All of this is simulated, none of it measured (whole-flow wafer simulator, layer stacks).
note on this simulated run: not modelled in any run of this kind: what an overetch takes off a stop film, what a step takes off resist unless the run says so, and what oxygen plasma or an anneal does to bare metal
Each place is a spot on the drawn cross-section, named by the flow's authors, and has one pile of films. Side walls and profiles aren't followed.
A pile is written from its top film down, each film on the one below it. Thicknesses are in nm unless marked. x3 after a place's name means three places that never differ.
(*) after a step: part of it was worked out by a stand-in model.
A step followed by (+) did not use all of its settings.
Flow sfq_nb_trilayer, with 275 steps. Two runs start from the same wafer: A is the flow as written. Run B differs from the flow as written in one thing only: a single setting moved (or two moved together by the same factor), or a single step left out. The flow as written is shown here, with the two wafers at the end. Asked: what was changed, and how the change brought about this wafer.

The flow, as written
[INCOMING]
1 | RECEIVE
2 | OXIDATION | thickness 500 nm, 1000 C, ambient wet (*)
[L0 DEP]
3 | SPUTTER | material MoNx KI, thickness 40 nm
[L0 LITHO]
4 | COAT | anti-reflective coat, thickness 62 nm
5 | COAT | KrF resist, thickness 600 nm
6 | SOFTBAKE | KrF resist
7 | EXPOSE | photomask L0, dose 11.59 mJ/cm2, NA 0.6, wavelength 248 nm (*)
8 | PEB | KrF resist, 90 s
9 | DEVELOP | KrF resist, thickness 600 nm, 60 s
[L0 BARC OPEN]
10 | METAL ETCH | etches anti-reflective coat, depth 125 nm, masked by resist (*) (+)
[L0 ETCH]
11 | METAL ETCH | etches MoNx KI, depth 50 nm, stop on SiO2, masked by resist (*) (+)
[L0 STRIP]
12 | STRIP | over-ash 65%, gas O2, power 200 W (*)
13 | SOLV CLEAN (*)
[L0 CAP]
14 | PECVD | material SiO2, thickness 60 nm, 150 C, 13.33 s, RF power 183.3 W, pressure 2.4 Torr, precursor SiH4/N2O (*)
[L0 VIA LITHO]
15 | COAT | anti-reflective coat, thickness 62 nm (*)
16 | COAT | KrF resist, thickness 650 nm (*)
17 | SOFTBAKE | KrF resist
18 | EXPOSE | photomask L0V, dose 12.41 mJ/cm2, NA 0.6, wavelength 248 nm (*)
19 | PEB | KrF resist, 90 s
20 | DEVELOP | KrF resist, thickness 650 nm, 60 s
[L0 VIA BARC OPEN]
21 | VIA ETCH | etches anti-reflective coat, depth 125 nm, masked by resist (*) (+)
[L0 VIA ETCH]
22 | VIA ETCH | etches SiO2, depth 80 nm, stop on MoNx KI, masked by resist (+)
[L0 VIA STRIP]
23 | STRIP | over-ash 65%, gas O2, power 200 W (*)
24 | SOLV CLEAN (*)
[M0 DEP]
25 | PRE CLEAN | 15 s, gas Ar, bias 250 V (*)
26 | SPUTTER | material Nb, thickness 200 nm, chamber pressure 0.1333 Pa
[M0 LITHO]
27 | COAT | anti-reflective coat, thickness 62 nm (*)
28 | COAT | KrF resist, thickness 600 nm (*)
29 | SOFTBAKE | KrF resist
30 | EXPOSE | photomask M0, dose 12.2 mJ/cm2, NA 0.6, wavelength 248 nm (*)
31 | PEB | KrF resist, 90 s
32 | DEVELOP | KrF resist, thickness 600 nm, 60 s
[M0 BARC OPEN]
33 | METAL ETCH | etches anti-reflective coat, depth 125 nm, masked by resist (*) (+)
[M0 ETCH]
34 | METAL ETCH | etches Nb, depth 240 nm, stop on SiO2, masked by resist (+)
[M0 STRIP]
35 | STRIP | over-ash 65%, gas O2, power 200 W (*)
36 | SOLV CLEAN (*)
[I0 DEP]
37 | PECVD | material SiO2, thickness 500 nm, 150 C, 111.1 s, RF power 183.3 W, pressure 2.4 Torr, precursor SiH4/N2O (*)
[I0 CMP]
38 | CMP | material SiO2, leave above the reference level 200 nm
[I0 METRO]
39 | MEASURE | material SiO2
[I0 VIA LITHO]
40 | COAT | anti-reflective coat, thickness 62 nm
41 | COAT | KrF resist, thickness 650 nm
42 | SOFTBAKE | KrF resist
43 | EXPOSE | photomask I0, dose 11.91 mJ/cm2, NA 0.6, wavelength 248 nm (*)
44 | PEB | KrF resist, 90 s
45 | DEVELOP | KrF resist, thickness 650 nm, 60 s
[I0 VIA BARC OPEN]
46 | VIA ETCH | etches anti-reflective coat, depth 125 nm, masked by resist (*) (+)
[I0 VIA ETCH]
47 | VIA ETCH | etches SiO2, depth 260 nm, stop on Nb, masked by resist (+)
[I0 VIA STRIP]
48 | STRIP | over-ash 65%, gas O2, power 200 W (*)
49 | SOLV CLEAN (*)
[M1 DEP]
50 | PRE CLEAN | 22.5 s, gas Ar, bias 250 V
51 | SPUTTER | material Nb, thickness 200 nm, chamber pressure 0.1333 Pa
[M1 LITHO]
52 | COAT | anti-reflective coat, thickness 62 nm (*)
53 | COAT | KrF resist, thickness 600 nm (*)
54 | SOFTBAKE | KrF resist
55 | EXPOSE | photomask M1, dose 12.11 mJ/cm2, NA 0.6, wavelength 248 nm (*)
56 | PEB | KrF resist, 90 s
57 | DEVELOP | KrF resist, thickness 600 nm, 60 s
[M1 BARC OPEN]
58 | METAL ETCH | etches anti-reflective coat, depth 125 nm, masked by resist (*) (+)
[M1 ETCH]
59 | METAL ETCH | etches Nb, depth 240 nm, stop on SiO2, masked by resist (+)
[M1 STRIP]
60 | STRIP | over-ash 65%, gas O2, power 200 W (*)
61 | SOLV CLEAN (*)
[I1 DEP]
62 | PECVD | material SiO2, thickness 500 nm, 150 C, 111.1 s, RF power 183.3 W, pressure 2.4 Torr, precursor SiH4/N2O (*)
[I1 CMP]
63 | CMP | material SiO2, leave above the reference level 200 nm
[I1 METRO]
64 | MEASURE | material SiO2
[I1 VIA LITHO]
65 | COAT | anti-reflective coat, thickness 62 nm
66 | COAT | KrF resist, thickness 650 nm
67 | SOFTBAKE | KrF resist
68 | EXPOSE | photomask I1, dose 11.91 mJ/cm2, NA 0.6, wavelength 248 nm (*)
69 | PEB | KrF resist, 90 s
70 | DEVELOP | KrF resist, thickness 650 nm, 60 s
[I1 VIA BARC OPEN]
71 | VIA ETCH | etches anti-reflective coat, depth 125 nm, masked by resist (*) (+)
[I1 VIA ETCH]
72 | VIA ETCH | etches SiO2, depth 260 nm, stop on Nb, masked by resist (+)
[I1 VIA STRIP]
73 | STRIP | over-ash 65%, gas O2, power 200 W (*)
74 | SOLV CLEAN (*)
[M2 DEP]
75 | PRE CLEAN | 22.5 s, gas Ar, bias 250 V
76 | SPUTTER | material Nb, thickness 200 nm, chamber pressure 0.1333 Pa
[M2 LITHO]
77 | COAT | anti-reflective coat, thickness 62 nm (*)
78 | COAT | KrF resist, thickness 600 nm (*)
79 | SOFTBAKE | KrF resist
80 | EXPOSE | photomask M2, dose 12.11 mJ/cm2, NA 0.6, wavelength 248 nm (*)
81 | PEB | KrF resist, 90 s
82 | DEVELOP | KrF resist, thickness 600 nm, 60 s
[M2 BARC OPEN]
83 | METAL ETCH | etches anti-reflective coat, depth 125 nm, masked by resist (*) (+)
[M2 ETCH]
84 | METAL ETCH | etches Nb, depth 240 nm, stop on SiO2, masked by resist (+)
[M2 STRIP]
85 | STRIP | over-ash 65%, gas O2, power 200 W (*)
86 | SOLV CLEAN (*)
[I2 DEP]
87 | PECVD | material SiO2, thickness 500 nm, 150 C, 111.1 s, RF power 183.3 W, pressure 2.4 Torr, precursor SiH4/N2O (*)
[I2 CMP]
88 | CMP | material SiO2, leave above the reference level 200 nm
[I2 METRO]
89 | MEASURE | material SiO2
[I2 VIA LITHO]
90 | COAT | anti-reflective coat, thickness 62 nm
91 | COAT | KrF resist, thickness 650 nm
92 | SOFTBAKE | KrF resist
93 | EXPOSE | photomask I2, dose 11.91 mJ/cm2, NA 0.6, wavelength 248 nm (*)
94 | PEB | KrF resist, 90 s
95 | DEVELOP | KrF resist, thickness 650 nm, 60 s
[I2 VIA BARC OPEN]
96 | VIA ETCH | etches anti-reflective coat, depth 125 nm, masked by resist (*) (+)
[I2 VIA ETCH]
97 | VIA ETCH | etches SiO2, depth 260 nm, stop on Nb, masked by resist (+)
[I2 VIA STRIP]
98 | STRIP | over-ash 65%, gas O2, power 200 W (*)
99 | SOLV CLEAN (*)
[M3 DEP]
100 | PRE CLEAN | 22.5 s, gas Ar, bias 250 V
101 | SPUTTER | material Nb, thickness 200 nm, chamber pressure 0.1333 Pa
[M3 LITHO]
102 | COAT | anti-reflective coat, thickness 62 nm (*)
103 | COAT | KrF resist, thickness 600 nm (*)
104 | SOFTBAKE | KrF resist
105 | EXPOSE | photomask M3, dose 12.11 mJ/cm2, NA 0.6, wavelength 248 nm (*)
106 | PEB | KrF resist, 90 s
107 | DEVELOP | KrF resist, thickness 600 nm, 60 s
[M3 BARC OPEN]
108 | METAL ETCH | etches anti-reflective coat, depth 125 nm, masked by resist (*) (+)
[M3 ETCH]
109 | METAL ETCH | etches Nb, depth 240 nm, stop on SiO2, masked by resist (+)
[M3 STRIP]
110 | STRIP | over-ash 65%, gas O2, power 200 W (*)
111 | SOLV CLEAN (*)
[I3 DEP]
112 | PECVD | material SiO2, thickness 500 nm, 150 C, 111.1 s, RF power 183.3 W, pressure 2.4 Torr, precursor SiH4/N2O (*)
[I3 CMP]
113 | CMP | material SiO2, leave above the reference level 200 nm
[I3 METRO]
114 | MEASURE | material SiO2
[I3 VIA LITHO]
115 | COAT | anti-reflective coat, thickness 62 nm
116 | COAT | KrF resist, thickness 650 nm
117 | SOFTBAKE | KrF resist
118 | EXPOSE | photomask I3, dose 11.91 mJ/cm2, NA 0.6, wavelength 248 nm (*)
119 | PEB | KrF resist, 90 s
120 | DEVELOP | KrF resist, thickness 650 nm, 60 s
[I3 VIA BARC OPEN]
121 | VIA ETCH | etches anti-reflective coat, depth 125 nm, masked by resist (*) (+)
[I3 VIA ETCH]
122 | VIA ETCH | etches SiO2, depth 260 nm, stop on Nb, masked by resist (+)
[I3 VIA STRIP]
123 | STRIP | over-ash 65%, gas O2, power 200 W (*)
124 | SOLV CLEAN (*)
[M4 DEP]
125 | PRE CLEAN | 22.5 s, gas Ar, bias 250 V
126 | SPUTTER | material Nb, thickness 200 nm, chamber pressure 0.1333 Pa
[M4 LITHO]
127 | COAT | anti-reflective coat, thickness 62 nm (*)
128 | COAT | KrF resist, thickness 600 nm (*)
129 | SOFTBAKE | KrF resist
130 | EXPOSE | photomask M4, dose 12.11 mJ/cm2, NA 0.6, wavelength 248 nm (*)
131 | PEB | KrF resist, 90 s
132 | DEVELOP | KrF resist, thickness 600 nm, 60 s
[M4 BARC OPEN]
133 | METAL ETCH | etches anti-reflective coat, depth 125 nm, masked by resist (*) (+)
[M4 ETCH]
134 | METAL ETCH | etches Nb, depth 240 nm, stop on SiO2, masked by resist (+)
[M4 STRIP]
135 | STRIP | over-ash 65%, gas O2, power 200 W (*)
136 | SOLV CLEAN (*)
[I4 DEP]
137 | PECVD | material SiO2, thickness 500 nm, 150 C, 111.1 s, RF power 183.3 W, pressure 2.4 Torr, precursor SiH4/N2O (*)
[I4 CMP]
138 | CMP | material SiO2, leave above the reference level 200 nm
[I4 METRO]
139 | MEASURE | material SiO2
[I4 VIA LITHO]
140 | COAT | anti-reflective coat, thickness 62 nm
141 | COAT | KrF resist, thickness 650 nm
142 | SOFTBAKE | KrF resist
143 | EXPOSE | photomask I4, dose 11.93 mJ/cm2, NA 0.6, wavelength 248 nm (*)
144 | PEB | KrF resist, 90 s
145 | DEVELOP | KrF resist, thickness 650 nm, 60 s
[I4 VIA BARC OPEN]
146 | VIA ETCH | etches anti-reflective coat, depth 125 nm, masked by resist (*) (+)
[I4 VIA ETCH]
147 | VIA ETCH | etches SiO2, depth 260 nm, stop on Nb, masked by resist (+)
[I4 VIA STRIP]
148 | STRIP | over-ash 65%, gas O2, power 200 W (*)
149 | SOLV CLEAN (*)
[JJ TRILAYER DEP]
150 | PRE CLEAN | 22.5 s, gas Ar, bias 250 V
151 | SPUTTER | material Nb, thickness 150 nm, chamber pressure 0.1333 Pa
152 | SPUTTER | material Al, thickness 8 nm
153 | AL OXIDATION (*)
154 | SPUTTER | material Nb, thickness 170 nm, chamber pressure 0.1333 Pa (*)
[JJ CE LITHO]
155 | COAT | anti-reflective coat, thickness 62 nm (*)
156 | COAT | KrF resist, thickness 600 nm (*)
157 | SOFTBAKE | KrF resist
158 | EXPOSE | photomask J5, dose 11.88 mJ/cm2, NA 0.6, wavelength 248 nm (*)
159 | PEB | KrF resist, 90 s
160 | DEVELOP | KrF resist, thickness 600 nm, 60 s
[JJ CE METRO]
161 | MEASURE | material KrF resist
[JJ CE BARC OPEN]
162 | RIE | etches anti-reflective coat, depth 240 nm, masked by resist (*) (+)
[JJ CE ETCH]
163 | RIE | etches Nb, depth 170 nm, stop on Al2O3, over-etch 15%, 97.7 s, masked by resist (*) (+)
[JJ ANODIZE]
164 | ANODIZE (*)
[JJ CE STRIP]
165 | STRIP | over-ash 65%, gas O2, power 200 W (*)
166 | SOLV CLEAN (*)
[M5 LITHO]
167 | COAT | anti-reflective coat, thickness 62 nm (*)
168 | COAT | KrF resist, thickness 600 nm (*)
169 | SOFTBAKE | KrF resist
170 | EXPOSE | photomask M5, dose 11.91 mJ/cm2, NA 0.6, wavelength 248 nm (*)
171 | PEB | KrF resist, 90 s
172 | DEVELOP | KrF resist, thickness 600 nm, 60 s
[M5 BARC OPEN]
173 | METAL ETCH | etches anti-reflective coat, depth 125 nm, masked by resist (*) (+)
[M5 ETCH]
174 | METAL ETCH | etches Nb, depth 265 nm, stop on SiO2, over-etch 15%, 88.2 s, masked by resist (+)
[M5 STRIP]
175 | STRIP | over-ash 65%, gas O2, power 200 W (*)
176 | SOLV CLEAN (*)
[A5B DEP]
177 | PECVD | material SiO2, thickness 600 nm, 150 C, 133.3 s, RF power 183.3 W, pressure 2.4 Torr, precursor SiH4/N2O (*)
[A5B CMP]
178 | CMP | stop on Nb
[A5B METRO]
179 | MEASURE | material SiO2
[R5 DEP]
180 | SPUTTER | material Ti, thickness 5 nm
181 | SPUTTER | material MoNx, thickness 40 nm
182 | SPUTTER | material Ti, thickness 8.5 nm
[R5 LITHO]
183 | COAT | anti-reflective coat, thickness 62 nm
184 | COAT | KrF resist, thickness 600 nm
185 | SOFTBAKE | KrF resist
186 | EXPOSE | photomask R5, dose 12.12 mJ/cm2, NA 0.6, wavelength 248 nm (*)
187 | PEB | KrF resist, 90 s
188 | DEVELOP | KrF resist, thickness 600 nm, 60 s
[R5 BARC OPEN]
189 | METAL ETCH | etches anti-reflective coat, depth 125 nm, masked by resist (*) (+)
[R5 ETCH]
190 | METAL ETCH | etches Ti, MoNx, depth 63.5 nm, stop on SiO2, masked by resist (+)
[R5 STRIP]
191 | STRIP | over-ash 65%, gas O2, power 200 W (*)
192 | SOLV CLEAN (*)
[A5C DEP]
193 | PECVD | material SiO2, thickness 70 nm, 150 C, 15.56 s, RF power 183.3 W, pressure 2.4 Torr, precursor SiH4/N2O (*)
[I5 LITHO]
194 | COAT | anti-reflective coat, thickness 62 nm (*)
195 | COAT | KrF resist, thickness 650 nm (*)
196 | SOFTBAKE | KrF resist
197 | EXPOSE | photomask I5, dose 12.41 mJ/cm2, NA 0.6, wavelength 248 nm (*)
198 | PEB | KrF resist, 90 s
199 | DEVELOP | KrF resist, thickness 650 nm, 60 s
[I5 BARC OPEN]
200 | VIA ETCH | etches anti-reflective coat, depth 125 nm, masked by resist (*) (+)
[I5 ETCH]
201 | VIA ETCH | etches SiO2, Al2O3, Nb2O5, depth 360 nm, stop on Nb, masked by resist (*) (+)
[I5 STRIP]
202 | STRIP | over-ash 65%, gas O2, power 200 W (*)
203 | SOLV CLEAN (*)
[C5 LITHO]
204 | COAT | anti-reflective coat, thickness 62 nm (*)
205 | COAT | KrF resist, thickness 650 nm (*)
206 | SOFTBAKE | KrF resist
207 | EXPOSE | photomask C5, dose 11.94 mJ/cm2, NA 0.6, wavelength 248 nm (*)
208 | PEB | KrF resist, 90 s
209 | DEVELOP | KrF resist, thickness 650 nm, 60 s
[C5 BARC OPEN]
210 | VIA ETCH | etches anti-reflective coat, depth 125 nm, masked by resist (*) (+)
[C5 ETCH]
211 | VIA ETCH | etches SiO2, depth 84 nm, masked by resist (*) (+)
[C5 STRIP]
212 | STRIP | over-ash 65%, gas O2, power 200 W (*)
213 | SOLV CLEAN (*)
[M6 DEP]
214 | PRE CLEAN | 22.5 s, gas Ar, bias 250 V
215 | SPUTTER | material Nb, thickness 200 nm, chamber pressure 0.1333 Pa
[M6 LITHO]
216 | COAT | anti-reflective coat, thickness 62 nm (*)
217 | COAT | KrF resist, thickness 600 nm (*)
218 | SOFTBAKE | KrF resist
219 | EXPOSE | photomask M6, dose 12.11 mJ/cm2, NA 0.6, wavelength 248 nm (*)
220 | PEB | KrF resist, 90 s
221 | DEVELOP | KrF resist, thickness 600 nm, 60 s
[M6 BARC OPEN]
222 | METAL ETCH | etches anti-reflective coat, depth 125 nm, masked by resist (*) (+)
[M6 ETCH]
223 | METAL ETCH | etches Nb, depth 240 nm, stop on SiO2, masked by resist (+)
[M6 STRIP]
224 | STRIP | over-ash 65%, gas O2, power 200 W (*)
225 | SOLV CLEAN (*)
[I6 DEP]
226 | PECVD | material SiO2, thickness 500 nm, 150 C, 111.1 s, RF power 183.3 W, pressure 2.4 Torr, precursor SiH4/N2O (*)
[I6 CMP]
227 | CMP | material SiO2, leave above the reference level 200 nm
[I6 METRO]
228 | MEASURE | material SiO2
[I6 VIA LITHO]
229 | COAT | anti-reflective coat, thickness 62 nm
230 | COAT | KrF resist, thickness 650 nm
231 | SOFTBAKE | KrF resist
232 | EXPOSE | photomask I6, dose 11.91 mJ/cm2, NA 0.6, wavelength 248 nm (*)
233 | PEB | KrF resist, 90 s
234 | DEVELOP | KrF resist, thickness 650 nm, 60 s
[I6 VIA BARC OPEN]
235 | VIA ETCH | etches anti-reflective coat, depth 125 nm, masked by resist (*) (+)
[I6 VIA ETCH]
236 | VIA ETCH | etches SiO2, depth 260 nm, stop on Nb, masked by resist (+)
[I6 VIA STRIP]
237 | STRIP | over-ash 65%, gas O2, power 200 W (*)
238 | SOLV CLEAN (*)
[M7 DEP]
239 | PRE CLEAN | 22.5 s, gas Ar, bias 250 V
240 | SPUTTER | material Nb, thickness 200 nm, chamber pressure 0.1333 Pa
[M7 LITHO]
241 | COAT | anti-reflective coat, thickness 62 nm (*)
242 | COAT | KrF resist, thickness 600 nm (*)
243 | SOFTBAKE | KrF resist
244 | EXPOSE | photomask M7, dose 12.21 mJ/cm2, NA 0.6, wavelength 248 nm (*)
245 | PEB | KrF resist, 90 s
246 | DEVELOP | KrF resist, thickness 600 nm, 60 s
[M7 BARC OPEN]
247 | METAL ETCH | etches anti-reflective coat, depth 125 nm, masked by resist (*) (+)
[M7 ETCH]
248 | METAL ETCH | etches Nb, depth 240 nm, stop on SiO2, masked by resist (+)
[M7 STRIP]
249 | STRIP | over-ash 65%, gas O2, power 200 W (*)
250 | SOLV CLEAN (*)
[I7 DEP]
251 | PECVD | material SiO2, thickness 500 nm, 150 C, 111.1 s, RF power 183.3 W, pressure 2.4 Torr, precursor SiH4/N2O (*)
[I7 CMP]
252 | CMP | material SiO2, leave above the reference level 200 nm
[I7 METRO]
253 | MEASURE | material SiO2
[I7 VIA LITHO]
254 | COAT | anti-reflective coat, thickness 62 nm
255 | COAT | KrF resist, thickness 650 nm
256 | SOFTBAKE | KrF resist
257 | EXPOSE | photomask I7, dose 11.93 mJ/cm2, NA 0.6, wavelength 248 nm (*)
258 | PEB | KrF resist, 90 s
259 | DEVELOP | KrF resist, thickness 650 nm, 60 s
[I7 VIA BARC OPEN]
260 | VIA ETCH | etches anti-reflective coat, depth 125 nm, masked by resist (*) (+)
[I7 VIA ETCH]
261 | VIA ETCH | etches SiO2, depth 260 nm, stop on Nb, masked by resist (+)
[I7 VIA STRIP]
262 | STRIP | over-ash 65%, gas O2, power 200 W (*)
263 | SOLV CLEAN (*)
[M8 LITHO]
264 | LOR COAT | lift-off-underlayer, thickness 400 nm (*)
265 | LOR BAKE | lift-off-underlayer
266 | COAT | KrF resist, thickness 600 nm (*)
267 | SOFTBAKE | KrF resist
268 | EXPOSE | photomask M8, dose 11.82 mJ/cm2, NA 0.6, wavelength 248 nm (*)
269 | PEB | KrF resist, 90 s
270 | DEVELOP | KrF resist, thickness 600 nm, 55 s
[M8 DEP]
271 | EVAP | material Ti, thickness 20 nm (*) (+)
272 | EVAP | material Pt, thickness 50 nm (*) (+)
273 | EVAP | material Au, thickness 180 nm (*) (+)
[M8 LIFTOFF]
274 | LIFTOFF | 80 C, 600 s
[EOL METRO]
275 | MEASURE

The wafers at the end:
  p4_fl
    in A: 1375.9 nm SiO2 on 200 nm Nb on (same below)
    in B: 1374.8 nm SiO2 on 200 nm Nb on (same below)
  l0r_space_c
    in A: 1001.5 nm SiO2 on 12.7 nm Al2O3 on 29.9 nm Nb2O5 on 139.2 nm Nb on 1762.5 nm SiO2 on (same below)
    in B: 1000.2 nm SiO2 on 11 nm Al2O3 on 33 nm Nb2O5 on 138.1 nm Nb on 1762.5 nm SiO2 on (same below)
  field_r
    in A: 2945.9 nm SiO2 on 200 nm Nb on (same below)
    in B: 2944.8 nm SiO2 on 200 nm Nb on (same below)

Cause: step 152, SPUTTER: thickness 6.96 nm was run, whereas the flow has thickness 8 nm.

How this came from the change, step by step:
  152 | SPUTTER | material Al, thickness 8 nm
      field_l, v_sur, via_sp and 100 more: A +8 Al (new film) | B +6.96 Al (new film)
      via_wl, via_wr: A +5.14 Al (new film) | B +4.47 Al (new film)
      (as well as at 1 more place)
  164 | ANODIZE (*)
      field_l, v_sur, via_sp and 96 more: A +12.2 Al2O3, +29.9 Nb2O5 (new film), -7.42 Al (all of it), -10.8 Nb | B +10.5 Al2O3, +33 Nb2O5 (new film), -6.38 Al (all of it), -11.9 Nb
      via_wl, via_wr: A +7.52 Al2O3 (new film), +39.2 Nb2O5 (new film), -4.56 Al (all of it), -14.1 Nb | B +6.42 Al2O3 (new film), +41.2 Nb2O5 (new film), -3.89 Al (all of it), -14.8 Nb
      (as well as at 1 more place)
  167 | COAT | anti-reflective coat, thickness 62 nm (*)
      ce_l: A +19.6 anti-reflective coat (new film) | B +18.7 anti-reflective coat (new film)
      ce_r: A +19.7 anti-reflective coat (new film) | B +18.8 anti-reflective coat (new film)
  174 | METAL ETCH | etches Nb, depth 265 nm, stop on SiO2, over-etch 15%, 88.2 s, masked by resist (+)
      field_l, r_sur, res and 50 more: A -12.6 Al2O3 (all of it), -29.9 Nb2O5 (all of it), -139.2 Nb (all of it), -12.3 SiO2 | B -10.9 Al2O3 (all of it), -33 Nb2O5 (all of it), -138.1 Nb (all of it), -12.3 SiO2
  175 | STRIP | over-ash 65%, gas O2, power 200 W (*)
      ce_l: A -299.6 KrF resist (all of it), -19.6 anti-reflective coat (all of it) | B -301.3 KrF resist (all of it), -18.7 anti-reflective coat (all of it)
      ce_r: A -299.9 KrF resist (all of it), -19.7 anti-reflective coat (all of it) | B -301.6 KrF resist (all of it), -18.8 anti-reflective coat (all of it)
  201 | VIA ETCH | etches SiO2, Al2O3, Nb2O5, depth 360 nm, stop on Nb, masked by resist (*) (+)
      be: A -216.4 SiO2 (all of it), -12.7 Al2O3 (all of it), -29.9 Nb2O5 (all of it) | B -215.1 SiO2 (all of it), -11 Al2O3 (all of it), -33 Nb2O5 (all of it)
